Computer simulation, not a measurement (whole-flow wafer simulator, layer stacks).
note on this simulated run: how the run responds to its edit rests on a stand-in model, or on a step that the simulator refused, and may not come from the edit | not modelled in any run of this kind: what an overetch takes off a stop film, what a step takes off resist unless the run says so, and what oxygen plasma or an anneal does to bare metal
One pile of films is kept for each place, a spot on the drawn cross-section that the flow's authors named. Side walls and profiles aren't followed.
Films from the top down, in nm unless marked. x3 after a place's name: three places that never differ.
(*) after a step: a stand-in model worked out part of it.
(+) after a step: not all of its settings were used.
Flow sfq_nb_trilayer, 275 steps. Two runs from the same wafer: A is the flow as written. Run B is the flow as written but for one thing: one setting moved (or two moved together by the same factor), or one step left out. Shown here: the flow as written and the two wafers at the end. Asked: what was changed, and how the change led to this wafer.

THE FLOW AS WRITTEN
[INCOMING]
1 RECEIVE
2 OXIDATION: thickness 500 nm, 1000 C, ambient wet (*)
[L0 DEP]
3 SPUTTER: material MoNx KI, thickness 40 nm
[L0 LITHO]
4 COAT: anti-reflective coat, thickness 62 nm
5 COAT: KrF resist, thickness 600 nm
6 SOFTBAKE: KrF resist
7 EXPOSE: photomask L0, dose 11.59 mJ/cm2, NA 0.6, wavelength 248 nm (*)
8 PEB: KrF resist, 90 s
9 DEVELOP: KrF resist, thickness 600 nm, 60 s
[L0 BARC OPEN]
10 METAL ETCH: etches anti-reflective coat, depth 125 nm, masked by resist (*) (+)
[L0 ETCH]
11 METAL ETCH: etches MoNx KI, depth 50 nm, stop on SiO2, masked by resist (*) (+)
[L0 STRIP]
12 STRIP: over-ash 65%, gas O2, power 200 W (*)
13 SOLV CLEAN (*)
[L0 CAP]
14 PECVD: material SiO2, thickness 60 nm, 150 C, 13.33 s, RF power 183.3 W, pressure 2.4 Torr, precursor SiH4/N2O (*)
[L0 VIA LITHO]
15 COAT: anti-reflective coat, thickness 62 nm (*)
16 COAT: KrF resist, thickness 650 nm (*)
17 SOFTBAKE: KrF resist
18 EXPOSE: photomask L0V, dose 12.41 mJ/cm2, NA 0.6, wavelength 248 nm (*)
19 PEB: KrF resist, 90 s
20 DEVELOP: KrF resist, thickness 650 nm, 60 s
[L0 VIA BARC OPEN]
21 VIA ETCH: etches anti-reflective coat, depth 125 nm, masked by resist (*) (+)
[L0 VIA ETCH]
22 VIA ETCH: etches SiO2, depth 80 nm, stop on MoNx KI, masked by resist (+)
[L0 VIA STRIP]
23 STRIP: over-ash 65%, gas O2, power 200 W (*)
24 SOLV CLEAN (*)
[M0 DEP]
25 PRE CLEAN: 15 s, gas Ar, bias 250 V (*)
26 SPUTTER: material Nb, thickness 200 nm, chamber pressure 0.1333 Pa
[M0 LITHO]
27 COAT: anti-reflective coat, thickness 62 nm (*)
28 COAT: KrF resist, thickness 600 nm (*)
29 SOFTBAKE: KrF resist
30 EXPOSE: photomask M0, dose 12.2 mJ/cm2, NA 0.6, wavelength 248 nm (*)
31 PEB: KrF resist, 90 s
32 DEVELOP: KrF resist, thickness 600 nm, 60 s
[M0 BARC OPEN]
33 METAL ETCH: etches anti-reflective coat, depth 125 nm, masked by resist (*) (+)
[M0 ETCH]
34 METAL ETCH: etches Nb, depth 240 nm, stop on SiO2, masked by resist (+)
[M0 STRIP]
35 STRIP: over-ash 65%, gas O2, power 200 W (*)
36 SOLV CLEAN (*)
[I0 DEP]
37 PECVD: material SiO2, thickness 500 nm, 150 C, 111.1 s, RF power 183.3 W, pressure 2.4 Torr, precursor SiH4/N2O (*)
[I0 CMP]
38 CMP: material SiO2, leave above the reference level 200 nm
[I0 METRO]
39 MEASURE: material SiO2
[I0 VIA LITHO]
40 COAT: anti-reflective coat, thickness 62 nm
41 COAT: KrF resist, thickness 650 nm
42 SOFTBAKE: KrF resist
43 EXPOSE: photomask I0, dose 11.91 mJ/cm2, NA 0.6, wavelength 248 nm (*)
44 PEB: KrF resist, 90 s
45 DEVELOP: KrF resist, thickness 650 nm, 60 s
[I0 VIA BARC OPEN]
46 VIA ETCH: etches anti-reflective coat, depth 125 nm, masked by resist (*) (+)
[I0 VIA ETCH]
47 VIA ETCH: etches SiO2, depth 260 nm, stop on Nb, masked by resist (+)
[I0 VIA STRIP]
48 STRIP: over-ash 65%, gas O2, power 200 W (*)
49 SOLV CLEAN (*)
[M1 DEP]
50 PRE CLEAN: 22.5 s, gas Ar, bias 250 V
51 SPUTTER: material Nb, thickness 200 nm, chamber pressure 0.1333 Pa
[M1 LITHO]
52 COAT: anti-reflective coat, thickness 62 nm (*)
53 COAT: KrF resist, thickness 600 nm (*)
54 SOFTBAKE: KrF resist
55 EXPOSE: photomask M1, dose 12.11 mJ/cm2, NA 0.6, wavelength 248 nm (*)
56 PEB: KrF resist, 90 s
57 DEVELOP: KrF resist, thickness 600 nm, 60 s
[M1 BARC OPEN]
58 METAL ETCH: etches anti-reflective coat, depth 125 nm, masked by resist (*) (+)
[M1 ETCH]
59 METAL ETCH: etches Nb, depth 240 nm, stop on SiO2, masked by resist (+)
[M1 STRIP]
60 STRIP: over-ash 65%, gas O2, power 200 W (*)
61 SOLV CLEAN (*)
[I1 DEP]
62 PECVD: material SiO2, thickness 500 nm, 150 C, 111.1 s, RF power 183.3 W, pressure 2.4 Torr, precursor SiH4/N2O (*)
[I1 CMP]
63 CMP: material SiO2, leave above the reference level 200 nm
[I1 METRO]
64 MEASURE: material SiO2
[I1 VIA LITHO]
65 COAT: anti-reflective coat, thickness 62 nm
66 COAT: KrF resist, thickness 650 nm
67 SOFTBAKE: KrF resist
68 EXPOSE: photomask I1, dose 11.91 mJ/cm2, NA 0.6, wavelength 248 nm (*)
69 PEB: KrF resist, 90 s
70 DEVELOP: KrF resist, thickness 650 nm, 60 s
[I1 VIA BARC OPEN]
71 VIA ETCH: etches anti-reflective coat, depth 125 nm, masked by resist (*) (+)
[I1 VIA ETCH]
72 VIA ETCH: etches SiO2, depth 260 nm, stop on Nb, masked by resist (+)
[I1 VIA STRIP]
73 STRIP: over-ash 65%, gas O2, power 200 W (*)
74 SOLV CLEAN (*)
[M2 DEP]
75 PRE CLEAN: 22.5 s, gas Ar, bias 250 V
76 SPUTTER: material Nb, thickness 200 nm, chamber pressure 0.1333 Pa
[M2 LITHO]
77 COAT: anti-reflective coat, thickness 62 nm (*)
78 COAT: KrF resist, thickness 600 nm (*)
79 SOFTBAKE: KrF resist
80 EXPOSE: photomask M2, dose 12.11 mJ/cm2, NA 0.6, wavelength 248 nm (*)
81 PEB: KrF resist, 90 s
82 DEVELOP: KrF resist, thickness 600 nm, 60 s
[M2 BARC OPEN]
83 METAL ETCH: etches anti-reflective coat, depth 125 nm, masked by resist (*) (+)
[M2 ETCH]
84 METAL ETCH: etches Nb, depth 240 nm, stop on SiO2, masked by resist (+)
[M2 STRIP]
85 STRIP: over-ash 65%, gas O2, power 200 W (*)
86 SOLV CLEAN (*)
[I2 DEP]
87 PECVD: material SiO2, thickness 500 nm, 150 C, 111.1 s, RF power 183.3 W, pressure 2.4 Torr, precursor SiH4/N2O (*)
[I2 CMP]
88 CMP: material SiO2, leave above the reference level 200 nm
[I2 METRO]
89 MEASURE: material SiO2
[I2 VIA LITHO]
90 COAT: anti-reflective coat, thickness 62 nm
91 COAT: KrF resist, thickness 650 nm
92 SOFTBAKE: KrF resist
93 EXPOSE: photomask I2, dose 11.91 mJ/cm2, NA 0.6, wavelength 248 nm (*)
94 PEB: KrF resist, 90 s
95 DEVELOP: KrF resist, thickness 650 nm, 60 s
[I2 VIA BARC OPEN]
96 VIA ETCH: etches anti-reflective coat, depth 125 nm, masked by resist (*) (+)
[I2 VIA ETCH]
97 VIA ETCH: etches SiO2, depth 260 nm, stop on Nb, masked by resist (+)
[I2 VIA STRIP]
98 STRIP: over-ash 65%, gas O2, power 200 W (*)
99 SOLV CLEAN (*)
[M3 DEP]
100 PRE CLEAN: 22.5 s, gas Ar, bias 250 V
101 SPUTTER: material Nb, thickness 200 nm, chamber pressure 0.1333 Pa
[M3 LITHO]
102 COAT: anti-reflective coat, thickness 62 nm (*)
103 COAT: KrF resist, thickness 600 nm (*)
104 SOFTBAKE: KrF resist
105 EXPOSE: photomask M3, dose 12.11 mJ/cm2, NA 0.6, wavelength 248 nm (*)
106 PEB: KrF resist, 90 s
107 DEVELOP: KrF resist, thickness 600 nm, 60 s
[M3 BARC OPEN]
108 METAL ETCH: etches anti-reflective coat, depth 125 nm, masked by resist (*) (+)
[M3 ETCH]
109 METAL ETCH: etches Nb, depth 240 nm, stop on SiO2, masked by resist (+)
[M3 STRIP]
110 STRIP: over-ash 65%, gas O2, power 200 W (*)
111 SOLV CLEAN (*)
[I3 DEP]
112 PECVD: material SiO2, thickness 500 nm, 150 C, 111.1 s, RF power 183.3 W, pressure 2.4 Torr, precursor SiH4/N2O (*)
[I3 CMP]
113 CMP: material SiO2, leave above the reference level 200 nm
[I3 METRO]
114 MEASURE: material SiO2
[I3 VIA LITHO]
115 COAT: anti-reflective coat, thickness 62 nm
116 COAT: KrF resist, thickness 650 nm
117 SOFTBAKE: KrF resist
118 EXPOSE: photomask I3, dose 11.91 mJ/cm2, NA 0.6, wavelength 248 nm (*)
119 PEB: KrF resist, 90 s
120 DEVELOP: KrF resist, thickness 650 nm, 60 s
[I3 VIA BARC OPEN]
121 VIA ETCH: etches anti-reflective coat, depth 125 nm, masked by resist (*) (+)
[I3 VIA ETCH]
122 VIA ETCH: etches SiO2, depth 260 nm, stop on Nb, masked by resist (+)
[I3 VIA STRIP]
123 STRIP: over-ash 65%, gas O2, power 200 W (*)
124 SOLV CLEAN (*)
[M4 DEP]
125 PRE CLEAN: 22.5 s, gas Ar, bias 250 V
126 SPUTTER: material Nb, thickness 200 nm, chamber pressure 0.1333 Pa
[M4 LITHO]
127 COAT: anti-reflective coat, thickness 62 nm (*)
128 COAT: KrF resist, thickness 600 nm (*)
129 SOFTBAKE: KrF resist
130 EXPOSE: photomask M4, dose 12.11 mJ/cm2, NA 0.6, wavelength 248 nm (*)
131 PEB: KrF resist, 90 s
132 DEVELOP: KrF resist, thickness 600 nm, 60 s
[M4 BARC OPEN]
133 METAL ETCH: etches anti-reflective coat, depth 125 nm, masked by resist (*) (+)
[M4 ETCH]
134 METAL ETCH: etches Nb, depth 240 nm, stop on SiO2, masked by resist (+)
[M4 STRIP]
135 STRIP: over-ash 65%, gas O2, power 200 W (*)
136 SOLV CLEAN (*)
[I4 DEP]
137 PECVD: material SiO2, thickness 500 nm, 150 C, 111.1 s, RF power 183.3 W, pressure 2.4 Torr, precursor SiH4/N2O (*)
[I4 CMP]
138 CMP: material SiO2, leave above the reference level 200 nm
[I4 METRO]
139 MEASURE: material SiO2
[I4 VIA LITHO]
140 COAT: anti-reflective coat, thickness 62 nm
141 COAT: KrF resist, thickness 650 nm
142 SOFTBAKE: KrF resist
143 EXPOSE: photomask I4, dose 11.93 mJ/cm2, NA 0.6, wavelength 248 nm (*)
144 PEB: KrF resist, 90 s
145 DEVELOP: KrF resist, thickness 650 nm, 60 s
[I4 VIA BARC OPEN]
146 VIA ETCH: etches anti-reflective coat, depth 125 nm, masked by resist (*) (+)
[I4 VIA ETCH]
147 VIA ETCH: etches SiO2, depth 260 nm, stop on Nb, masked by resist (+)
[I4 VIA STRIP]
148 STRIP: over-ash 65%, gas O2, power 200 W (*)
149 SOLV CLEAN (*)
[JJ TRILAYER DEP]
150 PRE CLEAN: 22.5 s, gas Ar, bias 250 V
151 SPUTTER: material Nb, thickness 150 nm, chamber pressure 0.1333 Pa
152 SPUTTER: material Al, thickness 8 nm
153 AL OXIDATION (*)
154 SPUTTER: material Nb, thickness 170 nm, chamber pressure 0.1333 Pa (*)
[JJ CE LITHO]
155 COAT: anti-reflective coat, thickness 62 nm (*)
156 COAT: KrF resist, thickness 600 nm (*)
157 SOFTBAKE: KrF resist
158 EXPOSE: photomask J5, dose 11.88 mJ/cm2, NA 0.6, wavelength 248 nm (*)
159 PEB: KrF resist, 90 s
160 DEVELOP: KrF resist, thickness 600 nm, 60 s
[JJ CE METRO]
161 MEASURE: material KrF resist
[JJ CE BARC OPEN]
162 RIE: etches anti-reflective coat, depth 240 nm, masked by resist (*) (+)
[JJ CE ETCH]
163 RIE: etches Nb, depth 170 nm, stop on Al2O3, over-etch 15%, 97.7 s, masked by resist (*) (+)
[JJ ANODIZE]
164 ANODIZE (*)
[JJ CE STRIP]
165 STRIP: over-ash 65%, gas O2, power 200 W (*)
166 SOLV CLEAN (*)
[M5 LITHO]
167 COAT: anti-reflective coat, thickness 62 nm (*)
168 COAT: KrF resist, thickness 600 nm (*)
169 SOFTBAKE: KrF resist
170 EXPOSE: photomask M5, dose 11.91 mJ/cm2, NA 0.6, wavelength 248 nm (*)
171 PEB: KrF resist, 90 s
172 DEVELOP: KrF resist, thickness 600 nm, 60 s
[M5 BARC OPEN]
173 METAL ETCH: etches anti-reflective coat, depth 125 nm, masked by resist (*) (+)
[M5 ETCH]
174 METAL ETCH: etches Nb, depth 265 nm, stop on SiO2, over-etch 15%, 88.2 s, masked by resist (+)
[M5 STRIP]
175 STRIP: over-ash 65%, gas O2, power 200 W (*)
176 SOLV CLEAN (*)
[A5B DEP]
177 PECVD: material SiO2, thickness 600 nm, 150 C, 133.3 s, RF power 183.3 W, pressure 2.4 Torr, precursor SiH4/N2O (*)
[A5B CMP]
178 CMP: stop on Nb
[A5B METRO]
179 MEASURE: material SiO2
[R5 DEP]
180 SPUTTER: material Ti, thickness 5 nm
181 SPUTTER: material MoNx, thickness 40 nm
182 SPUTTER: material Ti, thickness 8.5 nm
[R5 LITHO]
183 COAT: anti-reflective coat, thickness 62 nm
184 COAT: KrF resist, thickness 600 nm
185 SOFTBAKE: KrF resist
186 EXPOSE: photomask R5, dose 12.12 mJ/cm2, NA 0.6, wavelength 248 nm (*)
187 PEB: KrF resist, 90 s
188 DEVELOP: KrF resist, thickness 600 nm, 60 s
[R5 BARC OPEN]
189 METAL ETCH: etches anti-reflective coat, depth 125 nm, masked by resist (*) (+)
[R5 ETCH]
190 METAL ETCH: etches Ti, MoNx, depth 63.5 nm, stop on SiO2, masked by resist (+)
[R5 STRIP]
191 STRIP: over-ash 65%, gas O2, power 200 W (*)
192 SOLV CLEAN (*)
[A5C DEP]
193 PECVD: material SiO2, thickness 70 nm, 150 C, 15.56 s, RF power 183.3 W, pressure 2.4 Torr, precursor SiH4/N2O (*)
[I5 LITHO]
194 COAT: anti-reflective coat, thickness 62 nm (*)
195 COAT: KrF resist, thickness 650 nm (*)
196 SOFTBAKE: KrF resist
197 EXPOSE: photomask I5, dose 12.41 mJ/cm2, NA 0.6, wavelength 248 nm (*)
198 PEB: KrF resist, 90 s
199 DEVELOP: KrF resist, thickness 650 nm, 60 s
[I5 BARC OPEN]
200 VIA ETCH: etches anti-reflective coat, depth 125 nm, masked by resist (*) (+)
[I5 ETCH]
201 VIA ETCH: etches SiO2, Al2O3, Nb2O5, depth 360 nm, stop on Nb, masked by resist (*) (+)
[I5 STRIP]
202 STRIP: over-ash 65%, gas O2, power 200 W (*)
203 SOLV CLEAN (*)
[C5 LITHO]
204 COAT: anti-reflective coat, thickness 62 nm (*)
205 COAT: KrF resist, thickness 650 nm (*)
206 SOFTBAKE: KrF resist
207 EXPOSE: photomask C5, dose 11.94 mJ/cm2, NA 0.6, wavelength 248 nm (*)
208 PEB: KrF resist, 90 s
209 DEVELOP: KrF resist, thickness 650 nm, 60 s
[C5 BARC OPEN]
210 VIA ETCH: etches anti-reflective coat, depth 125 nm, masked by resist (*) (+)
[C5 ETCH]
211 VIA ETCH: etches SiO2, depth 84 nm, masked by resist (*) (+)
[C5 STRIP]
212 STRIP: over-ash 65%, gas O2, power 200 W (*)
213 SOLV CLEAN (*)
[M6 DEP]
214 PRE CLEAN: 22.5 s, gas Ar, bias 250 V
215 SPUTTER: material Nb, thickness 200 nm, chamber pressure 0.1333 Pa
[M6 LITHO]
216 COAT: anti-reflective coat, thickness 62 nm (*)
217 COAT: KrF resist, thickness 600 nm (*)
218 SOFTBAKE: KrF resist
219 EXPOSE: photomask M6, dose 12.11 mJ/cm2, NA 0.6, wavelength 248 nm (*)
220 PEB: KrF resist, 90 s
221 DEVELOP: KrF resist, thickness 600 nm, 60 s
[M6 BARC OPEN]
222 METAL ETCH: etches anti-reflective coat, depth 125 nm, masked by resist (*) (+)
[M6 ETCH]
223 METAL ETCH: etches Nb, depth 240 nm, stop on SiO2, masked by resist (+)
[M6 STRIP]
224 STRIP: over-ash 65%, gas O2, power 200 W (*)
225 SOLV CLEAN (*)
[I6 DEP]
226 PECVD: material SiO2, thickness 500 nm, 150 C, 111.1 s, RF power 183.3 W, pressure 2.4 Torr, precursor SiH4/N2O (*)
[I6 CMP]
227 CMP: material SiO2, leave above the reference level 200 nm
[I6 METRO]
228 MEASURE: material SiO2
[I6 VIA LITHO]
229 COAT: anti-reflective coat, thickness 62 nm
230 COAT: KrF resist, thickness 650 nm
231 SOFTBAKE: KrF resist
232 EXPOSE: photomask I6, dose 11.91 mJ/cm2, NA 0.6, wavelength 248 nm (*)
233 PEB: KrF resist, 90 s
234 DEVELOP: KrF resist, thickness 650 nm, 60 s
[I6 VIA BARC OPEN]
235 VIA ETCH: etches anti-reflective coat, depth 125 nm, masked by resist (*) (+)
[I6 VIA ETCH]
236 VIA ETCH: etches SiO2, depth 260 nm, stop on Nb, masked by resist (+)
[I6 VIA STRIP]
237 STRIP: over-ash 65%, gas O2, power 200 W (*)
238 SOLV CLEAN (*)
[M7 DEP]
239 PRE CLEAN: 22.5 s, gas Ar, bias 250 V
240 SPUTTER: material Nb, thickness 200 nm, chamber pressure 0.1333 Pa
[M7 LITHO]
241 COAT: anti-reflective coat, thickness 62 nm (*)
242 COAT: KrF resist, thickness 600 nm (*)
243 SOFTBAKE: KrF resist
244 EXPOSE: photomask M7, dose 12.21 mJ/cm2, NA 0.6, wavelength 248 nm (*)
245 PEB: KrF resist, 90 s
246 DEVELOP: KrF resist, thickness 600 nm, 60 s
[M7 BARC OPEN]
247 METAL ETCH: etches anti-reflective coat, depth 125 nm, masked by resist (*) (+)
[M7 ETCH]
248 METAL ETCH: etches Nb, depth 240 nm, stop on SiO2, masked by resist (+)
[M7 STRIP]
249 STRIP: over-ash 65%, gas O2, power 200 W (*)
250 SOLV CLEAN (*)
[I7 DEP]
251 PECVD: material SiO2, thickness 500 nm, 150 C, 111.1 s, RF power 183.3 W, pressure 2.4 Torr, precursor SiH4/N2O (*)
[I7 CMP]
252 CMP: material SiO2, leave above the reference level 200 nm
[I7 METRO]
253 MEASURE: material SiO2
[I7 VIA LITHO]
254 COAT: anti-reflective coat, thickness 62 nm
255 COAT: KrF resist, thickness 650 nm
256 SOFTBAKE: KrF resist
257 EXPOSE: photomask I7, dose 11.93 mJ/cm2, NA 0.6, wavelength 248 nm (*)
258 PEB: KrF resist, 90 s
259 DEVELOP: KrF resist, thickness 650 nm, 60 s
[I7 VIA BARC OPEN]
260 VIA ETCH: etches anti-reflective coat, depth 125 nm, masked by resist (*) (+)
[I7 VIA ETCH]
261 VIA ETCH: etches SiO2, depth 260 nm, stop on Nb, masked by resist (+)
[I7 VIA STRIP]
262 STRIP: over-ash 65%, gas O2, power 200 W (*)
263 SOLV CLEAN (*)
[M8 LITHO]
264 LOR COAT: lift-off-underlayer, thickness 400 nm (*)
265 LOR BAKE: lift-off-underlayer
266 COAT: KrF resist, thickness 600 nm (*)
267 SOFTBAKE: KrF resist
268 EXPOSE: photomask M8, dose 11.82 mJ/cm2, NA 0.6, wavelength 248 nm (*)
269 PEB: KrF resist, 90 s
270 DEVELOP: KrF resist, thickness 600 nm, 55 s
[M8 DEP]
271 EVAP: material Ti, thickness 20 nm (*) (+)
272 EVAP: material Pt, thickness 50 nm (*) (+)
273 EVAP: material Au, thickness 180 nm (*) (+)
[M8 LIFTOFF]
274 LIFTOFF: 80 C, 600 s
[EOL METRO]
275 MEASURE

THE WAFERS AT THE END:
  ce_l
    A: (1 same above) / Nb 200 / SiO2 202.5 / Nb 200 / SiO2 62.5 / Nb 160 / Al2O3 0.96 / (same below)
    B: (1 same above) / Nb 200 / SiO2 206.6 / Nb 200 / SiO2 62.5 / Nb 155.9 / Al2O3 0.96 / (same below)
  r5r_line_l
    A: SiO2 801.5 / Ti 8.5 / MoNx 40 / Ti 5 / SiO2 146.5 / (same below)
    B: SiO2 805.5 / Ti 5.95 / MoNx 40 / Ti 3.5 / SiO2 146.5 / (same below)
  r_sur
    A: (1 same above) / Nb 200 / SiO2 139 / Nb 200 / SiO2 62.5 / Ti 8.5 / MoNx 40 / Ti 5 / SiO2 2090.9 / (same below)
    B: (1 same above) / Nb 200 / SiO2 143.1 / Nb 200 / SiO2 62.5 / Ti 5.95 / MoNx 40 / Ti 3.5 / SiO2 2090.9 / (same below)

The cause: step 180, SPUTTER: thickness 3.5 nm was run, where the flow has thickness 5 nm; step 182, SPUTTER: thickness 5.95 nm was run, where the flow has thickness 8.5 nm.
It can be read off the wafer: r5r_line_l has Ti 3.5, and step 180 as written asks for 5 nm.

How the change led to this, step by step:
  180 SPUTTER: material Ti, thickness 5 nm
      field_l, v_sur, via_wl and 103 more: A Ti +5 (new film) | B Ti +3.5 (new film)
  182 SPUTTER: material Ti, thickness 8.5 nm
      field_l, v_sur, via_wl and 103 more: A Ti +8.5 (new film) | B Ti +5.95 (new film)
  190 METAL ETCH: etches Ti, MoNx, depth 63.5 nm, stop on SiO2, masked by resist (+)
      field_l, v_sur, via_wl and 92 more: A Ti -8.5 (all of it), MoNx -40 (all of it), Ti -5 (all of it) | B Ti -5.95 (all of it), MoNx -40 (all of it), Ti -3.5 (all of it)
      ce_l, c5j, ce_r, wl_jj: A Ti -8.5 (all of it), MoNx -40 (all of it), Ti -5 (all of it), Nb -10 | B Ti -5.95 (all of it), MoNx -40 (all of it), Ti -3.5 (all of it), Nb -14.1
  194 COAT: anti-reflective coat, thickness 62 nm (*)
      r5r_spacepad_l, r5r_spacepad_r: A anti-reflective coat +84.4 (new film) | B anti-reflective coat +82.6 (new film)
      ce_l: A anti-reflective coat +67.2 (new film) | B anti-reflective coat +69 (new film)
      (and at 2 more places)
  202 STRIP: over-ash 65%, gas O2, power 200 W (*)
      r5r_spacepad_l, r5r_spacepad_r: A KrF resist -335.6 (all of it), anti-reflective coat -84.4 (all of it) | B KrF resist -335.5 (all of it), anti-reflective coat -82.6 (all of it)
      ce_l: A KrF resist -341.5 (all of it), anti-reflective coat -67.2 (all of it) | B KrF resist -342.6 (all of it), anti-reflective coat -69 (all of it)
      (and at 2 more places)
  204 COAT: anti-reflective coat, thickness 62 nm (*)
      r5r_spacepad_l, r5r_spacepad_r: A anti-reflective coat +84.4 (new film) | B anti-reflective coat +82.6 (new film)
      ce_l: A anti-reflective coat +66 (new film) | B anti-reflective coat +67.8 (new film)
      (and at 2 more places)
  212 STRIP: over-ash 65%, gas O2, power 200 W (*)
      r5r_spacepad_l, r5r_spacepad_r: A KrF resist -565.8 (all of it), anti-reflective coat -84.4 (all of it) | B KrF resist -565.3 (all of it), anti-reflective coat -82.6 (all of it)
      ce_l: A KrF resist -567.4 (all of it), anti-reflective coat -66 (all of it) | B KrF resist -568.2 (all of it), anti-reflective coat -67.8 (all of it)
      (and at 2 more places)
  216 COAT: anti-reflective coat, thickness 62 nm (*)
      r5r_spacepad_l, r5r_spacepad_r: A anti-reflective coat +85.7 (new film) | B anti-reflective coat +83.7 (new film)
      ce_l: A anti-reflective coat +48 (new film) | B anti-reflective coat +49.3 (new film)
      (and at 2 more places)
  222 METAL ETCH: etches anti-reflective coat, depth 125 nm, masked by resist (*) (+)
      r5r_spacepad_l, r5r_spacepad_r: A anti-reflective coat -85.7 (all of it) | B anti-reflective coat -83.7 (all of it)
  224 STRIP: over-ash 65%, gas O2, power 200 W (*)
      ce_l: A KrF resist -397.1 (all of it), anti-reflective coat -48 (all of it) | B KrF resist -398.6 (all of it), anti-reflective coat -49.3 (all of it)
      ce_r: A KrF resist -403.5 (all of it), anti-reflective coat -48.8 (all of it) | B KrF resist -404.6 (all of it), anti-reflective coat -50 (all of it)
      (and at 1 more place)
  227 CMP: material SiO2, leave above the reference level 200 nm
      r5r_line_l, r5r_line_c, r5r_line_r: A SiO2 -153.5 | B SiO2 -149.4
      r5r_spacepad_l, r5r_spacepad_r: A SiO2 -153.5 | B SiO2 -146.9
